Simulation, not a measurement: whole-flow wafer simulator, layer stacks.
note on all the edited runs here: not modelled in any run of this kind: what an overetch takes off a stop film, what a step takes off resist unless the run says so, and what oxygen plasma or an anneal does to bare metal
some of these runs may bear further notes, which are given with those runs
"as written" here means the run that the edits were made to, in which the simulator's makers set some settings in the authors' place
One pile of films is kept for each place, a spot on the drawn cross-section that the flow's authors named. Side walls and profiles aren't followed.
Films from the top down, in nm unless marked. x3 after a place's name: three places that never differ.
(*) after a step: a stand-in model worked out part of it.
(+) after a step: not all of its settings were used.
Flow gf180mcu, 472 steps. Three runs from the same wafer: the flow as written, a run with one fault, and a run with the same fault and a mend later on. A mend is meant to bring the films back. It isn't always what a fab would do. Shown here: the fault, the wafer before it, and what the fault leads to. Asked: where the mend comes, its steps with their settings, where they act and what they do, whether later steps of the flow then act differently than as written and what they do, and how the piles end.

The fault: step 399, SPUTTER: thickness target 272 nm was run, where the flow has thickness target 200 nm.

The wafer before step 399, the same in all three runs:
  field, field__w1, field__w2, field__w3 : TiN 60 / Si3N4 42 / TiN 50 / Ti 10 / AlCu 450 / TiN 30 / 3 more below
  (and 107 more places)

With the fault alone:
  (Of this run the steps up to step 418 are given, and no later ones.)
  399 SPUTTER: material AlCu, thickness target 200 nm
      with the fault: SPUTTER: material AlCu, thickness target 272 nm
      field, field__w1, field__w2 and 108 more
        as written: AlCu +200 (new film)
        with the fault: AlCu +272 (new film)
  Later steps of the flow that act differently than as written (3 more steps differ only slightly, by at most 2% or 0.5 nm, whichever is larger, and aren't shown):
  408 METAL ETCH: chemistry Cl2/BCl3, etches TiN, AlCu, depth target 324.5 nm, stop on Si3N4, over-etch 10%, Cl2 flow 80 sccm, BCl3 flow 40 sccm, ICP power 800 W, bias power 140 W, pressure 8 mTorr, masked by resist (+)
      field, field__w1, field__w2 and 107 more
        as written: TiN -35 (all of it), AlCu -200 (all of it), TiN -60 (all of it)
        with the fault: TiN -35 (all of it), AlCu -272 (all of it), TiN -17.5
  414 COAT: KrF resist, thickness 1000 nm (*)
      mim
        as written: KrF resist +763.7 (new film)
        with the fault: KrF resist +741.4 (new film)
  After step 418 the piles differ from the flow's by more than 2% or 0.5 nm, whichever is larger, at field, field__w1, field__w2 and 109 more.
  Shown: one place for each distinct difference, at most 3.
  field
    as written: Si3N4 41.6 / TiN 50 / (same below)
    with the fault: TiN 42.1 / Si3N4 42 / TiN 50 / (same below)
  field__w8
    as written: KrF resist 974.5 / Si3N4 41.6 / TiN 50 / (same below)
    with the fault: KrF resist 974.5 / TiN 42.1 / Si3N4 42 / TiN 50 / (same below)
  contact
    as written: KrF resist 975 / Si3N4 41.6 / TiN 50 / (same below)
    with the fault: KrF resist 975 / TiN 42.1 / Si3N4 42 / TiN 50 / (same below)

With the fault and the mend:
  The mend comes after step 399.
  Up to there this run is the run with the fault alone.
  399a METAL ETCH: chemistry Cl2/BCl3, etches TiN, AlCu, Ti, depth target 72 nm, Cl2 flow 80 sccm, BCl3 flow 40 sccm, ICP power 800 W, bias power 140 W, pressure 8 mTorr (the flow's step 260 once more, with other settings)
      field, field__w1, field__w2 and 108 more
        AlCu -72
  No later step of the flow acts differently than as written at any place that is followed.
  At the end the piles are the same as the flow's at every place that both follow.
